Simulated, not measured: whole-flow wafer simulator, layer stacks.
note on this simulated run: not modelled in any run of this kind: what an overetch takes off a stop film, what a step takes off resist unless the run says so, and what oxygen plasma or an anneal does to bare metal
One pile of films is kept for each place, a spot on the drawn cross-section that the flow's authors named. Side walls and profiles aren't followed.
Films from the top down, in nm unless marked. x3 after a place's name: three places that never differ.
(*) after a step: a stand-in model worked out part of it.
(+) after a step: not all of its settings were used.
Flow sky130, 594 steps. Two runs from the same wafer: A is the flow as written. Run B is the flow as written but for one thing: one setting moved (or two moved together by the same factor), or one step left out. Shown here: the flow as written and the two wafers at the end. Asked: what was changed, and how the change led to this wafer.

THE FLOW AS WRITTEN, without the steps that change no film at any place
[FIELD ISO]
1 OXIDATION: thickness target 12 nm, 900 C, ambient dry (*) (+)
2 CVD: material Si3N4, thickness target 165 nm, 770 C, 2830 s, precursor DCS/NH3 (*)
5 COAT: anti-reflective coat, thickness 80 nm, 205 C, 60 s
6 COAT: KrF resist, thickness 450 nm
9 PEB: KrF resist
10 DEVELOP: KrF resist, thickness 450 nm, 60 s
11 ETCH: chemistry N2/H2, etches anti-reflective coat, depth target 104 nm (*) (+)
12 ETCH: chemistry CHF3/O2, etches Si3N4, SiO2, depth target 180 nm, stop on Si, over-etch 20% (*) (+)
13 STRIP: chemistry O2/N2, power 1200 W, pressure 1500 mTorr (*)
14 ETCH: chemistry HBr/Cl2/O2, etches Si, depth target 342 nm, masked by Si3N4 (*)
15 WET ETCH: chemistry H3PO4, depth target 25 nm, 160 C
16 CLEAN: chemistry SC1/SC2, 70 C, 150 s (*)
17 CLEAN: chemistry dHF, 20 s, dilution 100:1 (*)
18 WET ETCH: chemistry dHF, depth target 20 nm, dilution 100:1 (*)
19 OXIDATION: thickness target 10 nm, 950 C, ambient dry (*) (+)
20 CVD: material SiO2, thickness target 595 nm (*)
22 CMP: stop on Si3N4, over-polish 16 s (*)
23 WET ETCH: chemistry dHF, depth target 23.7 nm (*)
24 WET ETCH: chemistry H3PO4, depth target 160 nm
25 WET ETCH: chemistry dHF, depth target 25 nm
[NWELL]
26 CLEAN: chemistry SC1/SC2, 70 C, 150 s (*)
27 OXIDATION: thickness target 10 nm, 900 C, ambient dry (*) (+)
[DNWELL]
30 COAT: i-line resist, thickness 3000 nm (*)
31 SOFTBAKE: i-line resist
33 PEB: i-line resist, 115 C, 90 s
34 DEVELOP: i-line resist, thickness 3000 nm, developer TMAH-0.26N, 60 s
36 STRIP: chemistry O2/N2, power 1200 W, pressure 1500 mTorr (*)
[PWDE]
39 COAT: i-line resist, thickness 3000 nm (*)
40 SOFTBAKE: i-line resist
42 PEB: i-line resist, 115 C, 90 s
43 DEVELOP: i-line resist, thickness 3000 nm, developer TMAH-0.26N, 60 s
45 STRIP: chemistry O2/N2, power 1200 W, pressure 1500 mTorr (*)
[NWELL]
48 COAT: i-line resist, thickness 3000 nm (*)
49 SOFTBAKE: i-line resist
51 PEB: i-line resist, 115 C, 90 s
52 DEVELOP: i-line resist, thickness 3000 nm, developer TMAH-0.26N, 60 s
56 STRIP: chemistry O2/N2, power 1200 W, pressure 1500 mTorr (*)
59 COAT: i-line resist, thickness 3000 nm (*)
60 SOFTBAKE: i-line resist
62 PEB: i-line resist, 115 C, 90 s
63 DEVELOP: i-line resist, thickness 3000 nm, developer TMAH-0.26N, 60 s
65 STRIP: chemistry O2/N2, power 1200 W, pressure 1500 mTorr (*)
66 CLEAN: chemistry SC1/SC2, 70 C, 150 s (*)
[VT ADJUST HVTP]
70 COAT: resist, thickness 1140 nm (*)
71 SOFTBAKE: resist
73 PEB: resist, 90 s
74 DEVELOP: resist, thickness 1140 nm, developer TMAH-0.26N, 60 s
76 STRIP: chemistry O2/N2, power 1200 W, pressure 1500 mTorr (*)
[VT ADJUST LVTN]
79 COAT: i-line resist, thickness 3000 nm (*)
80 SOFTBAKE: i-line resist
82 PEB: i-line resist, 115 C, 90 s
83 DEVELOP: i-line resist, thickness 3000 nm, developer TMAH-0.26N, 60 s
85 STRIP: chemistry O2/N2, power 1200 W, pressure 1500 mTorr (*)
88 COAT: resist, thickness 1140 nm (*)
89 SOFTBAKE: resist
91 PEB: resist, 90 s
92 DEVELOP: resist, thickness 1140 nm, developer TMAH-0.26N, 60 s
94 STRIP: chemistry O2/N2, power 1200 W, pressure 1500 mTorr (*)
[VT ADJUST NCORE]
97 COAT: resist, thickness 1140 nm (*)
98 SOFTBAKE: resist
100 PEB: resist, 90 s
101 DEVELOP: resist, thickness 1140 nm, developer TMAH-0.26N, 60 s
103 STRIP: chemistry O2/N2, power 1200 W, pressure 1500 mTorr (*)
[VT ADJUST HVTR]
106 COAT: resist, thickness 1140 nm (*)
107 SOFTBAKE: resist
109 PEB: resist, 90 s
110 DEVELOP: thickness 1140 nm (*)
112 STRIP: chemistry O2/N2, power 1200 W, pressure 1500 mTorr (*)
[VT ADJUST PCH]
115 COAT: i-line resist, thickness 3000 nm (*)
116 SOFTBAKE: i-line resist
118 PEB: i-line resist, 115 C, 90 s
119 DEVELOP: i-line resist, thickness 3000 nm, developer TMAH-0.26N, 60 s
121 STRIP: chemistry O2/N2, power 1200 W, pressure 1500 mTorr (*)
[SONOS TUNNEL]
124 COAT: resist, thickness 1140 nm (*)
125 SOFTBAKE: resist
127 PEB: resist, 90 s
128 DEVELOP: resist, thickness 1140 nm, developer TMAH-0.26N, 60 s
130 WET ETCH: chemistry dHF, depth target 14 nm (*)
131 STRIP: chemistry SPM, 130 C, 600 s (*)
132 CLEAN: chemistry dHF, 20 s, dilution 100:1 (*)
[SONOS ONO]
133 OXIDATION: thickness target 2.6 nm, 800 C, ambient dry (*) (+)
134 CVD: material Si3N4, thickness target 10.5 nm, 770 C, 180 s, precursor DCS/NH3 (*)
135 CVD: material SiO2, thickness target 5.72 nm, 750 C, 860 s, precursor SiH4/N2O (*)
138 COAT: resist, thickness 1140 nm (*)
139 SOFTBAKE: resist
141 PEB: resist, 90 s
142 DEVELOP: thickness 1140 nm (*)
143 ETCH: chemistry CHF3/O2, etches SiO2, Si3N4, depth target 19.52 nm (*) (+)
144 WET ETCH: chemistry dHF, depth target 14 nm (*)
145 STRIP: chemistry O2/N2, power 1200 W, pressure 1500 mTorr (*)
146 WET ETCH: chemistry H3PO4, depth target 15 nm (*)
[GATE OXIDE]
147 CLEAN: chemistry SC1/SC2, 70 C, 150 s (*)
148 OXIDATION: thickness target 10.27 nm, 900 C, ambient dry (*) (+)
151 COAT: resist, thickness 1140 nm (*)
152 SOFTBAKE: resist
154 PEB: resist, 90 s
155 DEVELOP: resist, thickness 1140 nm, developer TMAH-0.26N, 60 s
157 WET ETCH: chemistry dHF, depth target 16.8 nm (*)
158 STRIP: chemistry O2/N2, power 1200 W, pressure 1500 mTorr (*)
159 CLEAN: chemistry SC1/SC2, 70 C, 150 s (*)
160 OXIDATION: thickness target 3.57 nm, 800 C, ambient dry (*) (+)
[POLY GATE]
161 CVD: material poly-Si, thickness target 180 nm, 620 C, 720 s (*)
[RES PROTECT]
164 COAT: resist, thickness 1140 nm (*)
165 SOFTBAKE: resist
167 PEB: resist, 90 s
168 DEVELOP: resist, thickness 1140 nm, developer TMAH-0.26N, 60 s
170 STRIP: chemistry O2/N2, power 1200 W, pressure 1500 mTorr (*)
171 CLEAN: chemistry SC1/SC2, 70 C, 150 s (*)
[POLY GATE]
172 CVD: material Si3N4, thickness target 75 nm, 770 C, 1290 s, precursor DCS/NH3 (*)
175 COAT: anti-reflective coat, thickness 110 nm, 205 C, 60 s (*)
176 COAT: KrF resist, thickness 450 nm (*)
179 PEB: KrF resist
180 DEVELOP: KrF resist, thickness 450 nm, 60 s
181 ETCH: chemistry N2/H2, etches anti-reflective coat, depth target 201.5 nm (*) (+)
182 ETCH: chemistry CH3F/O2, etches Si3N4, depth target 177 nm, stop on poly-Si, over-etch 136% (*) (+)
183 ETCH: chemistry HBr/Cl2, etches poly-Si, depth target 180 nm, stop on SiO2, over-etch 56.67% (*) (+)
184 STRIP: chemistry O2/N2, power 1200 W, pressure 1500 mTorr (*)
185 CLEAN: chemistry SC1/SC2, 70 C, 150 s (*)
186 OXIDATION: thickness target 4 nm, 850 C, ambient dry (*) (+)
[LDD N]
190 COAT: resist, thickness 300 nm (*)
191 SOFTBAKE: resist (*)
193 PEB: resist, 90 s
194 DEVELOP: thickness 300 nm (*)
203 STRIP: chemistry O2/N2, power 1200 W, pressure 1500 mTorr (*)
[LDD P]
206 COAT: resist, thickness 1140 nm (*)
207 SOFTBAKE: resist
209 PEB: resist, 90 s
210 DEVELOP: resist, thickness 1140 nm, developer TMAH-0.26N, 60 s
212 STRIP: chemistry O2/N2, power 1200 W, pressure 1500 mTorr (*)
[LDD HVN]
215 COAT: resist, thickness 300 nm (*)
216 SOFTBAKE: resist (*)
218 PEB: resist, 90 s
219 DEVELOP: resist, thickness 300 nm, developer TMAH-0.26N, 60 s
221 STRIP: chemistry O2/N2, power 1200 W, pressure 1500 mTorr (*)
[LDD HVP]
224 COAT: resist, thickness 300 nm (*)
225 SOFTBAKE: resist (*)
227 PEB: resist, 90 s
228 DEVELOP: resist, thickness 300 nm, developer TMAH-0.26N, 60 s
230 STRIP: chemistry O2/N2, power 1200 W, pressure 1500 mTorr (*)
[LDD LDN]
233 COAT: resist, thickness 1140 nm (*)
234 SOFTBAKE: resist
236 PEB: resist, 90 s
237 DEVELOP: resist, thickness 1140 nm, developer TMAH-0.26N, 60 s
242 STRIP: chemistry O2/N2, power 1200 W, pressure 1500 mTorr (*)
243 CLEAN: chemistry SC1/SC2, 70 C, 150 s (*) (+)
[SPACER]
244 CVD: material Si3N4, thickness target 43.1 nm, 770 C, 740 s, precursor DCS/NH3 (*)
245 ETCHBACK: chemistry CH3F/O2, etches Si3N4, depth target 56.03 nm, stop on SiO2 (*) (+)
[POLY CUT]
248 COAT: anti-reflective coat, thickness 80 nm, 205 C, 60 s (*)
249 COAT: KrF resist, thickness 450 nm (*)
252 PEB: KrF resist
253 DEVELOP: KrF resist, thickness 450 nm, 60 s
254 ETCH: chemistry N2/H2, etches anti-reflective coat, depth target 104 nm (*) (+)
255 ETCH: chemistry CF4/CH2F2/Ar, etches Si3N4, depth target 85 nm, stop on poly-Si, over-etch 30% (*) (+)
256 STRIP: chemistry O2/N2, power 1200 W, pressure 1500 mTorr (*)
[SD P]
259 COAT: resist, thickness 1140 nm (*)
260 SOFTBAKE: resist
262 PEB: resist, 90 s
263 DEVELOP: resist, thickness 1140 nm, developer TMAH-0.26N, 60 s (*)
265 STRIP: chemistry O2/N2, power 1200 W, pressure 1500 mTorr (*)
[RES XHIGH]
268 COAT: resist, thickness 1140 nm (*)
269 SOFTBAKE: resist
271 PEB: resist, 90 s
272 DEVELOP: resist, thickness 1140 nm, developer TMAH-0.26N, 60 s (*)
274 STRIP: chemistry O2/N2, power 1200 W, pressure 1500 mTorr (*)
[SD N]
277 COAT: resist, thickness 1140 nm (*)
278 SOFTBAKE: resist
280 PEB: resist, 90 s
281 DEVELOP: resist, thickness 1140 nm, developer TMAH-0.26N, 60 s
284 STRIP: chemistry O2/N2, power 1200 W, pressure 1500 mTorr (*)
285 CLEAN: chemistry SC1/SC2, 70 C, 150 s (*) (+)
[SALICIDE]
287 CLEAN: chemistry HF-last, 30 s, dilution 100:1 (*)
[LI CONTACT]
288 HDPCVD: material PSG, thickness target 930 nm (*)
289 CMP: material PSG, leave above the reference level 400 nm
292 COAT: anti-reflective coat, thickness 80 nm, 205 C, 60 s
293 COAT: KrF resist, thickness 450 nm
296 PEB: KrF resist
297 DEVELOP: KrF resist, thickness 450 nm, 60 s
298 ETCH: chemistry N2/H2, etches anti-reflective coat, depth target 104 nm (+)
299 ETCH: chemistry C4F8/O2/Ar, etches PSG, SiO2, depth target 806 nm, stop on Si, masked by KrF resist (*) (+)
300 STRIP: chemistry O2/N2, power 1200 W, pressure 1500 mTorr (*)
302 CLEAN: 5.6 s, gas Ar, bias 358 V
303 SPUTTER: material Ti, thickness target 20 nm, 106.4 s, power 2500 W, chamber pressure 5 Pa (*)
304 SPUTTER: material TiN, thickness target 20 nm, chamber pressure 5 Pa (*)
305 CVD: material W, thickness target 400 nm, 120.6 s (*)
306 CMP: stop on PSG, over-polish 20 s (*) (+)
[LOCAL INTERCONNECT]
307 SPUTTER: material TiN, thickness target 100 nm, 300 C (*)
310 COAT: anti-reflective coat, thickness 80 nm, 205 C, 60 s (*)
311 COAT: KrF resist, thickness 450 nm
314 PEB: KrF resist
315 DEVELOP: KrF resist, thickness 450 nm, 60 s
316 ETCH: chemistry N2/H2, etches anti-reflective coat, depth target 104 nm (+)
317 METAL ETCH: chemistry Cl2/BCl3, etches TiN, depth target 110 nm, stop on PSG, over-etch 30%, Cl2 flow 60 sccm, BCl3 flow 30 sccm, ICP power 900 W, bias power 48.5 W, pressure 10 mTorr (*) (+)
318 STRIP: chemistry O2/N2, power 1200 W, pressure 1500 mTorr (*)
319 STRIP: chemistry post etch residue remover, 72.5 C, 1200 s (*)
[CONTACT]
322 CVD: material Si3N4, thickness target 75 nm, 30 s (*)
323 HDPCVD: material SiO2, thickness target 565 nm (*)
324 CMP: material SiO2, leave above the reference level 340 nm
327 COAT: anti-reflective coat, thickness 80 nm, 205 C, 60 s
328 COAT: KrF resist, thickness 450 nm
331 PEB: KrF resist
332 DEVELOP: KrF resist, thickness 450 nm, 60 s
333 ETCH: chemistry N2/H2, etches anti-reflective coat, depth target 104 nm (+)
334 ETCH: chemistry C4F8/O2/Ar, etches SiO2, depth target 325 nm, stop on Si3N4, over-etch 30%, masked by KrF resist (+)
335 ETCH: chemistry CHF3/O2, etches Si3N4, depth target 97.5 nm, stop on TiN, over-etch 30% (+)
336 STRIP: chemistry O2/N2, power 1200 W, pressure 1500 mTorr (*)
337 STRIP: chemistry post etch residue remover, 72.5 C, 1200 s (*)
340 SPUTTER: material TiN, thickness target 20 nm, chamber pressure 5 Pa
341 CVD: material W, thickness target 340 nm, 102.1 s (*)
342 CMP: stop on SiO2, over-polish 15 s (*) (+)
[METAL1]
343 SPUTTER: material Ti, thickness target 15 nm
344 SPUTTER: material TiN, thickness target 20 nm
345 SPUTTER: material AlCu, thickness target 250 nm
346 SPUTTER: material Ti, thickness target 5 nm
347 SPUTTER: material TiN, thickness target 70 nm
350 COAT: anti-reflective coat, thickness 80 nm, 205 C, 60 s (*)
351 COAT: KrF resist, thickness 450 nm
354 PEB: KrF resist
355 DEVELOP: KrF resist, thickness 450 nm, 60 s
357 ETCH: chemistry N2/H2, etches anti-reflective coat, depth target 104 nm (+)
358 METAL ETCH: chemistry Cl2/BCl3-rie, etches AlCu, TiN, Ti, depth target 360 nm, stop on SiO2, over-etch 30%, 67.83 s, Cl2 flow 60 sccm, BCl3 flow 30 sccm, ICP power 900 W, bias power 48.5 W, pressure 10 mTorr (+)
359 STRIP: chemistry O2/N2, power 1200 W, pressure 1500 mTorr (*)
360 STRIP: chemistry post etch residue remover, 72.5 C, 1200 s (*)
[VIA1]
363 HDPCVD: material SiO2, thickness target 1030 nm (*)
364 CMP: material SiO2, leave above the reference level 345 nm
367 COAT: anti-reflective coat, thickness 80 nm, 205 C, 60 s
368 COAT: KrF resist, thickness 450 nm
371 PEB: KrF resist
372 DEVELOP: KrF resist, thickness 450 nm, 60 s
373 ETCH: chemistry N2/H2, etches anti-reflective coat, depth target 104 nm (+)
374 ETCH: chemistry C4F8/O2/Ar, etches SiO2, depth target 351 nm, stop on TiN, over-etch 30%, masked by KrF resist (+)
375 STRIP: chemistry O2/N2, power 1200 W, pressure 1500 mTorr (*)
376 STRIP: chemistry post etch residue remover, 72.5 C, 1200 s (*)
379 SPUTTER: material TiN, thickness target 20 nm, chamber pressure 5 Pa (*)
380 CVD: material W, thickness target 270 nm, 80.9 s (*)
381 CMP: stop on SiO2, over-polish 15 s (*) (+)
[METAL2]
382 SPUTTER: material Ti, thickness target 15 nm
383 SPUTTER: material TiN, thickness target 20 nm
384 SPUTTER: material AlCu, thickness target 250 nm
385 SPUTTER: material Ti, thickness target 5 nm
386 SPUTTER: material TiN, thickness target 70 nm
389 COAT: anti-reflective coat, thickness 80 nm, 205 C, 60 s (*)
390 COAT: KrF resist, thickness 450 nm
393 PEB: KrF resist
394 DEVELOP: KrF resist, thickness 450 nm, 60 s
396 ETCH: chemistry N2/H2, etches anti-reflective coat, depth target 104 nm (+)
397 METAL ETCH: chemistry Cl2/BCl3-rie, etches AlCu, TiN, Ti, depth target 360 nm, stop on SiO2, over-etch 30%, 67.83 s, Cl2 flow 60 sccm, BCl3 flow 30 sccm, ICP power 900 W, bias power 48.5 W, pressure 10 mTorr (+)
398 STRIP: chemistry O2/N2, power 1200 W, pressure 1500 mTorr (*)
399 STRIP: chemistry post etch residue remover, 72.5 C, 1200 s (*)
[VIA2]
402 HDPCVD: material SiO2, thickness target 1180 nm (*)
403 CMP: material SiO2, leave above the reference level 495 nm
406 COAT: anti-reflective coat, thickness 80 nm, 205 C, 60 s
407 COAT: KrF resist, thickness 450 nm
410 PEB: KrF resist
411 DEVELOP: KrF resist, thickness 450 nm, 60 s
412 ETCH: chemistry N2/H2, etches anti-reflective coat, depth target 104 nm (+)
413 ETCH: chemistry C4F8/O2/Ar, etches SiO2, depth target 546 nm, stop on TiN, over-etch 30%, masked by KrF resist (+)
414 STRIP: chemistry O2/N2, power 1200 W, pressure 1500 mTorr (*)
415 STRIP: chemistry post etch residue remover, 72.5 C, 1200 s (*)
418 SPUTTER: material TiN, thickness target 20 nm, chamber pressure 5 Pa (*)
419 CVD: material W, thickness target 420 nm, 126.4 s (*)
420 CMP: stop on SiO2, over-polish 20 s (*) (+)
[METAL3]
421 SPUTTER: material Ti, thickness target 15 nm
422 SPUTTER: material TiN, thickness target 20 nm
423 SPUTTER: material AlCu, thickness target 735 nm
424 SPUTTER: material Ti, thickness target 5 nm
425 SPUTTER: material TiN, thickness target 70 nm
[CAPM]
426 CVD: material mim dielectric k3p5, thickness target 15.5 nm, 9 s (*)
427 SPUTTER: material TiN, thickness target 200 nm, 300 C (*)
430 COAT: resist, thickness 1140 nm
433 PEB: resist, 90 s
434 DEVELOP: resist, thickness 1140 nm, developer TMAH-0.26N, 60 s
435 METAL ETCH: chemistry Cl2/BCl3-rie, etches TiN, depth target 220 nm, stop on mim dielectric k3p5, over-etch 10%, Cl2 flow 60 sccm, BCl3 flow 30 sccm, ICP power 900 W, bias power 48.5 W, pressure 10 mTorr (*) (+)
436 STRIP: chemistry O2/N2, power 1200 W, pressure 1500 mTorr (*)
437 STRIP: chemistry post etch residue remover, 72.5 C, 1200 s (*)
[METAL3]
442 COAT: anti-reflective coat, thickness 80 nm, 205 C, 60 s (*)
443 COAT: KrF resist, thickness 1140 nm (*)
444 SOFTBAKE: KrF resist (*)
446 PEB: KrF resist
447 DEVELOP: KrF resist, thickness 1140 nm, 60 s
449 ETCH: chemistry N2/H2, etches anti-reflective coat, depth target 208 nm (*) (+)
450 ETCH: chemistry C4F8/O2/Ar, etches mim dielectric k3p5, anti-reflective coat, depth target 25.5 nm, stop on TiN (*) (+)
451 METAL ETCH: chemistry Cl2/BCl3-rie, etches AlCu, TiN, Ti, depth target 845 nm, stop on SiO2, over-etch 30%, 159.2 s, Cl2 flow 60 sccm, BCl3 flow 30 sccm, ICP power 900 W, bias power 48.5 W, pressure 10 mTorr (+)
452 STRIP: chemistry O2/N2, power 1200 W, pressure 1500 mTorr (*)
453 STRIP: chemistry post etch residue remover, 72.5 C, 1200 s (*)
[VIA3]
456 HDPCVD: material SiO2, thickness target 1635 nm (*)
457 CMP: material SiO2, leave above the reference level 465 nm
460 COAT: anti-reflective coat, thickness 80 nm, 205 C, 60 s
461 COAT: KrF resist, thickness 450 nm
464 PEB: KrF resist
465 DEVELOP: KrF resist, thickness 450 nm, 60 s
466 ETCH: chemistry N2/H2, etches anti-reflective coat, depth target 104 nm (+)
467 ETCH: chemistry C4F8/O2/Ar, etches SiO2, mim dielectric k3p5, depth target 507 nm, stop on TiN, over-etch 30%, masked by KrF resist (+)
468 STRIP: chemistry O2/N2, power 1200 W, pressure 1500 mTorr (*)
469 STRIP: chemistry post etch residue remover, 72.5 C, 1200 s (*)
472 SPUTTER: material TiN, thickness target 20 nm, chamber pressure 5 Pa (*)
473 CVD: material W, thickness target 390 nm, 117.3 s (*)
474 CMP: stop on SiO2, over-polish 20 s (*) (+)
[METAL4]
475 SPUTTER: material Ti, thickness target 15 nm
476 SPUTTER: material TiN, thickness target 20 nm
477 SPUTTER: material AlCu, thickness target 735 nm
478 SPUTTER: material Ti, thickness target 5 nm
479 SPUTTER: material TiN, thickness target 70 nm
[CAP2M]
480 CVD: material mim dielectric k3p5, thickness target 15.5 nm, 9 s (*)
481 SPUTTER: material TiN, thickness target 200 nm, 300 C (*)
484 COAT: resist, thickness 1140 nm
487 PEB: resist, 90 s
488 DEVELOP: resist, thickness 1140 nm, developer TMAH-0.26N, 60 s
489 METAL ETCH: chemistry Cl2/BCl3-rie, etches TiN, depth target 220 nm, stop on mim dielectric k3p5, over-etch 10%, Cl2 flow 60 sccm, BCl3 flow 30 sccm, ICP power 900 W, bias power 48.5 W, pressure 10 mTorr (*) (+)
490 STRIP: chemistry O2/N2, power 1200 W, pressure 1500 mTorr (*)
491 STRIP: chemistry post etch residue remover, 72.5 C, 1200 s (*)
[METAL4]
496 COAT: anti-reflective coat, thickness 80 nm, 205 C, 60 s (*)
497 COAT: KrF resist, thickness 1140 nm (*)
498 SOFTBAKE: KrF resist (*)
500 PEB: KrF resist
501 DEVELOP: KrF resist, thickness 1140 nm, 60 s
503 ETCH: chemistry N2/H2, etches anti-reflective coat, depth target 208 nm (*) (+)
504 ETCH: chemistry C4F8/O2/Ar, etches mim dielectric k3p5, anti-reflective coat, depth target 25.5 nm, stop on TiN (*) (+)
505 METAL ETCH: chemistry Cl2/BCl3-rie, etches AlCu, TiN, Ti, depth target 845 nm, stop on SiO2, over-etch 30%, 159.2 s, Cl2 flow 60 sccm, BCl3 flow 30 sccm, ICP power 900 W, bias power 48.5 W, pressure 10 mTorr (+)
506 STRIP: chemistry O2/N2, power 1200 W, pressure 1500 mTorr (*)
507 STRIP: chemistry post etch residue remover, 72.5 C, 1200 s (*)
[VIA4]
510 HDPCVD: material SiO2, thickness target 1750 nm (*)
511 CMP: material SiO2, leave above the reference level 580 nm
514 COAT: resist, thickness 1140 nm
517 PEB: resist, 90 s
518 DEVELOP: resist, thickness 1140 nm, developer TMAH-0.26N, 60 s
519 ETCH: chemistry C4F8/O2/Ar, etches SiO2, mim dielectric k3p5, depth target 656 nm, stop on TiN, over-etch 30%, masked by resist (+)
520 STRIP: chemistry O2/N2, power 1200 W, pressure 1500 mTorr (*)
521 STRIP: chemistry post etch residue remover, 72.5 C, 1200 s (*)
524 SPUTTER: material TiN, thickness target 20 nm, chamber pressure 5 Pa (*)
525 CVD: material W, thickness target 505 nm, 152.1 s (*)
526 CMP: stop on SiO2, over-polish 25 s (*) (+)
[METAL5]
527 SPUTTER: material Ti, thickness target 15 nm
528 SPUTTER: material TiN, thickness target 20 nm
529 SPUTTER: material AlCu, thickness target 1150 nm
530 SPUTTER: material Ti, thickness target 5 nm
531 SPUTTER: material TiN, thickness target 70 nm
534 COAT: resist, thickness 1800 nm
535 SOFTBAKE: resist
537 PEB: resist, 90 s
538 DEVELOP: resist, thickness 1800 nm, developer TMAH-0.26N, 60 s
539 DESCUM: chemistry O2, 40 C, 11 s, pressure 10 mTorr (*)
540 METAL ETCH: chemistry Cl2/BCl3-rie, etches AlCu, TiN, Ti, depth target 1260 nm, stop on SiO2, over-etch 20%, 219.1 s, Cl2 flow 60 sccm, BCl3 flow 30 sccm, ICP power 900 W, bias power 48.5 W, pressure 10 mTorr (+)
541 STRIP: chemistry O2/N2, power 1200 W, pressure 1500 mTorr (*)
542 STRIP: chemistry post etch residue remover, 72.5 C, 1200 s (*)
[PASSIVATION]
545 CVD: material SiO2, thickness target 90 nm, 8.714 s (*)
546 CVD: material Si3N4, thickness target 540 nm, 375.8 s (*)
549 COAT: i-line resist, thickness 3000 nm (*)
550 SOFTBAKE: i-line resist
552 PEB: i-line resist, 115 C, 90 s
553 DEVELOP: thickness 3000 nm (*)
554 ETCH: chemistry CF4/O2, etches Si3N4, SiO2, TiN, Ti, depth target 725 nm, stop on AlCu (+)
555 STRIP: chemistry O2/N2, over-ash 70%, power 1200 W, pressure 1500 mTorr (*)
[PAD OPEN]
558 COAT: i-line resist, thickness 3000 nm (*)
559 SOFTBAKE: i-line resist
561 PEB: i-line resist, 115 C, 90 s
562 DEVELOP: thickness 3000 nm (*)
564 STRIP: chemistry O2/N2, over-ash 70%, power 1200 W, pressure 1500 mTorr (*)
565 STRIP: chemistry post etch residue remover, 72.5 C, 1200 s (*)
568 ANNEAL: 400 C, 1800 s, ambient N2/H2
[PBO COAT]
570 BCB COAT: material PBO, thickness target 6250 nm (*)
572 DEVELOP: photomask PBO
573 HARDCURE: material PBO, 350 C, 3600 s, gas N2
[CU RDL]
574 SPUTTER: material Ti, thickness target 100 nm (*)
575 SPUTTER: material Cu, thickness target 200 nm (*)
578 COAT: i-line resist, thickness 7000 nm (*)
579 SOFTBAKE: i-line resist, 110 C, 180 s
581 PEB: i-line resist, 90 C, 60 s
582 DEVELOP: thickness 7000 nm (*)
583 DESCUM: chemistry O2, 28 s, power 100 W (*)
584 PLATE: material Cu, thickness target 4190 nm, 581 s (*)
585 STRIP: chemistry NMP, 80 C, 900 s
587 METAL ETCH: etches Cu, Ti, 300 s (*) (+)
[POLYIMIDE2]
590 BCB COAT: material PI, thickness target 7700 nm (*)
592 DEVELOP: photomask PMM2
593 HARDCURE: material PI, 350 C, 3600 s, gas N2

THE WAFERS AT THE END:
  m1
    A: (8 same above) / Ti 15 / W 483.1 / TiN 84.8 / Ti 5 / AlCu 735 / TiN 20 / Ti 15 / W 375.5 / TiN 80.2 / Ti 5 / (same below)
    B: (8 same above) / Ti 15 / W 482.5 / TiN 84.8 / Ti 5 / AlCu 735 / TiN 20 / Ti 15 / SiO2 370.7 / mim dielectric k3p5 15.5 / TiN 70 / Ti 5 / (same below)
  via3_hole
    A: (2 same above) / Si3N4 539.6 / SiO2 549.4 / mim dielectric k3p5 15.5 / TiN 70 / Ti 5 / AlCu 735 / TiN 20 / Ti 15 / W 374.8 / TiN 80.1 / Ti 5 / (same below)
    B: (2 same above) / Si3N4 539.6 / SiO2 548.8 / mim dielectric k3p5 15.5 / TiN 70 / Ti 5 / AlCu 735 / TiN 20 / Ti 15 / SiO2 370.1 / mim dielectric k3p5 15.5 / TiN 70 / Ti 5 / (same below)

The cause: step 467, ETCH: chemistry C4F8/O2/Ar, etches SiO2, mim dielectric k3p5, depth target 507 nm, stop on TiN, over-etch 30%, masked by KrF resist (+), was left out.

How the change led to this, step by step:
  468 STRIP: chemistry O2/N2, power 1200 W, pressure 1500 mTorr (*)
      field, active, n_well and 187 more: A KrF resist -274 (all of it), anti-reflective coat -80 (all of it) | B KrF resist -375.4 (all of it), anti-reflective coat -80 (all of it)
  472 SPUTTER: material TiN, thickness target 20 nm, chamber pressure 5 Pa (*)
      m1, via3_hole: A TiN +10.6 | B TiN +20 (new film)
  473 CVD: material W, thickness target 390 nm, 117.3 s (*)
      m1: A W +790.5 (new film) | B W +390 (new film)
      via3_hole: A W +789.9 (new film) | B W +390 (new film)
  474 CMP: stop on SiO2, over-polish 20 s (*) (+)
      m1, via3_hole: A W -415 | B W -390 (all of it), TiN -20 (all of it), SiO2 -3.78
Counting metal films that touch as one body, m1 has 3 bodies (between them, from the top down: SiO2 370.7 / mim dielectric k3p5 15.5; SiO2 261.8 / Si3N4 75); the flow as written gives 2 bodies (between them, from the top down: SiO2 261.8 / Si3N4 75).
Counting metal films that touch as one body, via3_hole has 2 bodies (between them, from the top down: SiO2 370.1 / mim dielectric k3p5 15.5); the flow as written gives 1 body.
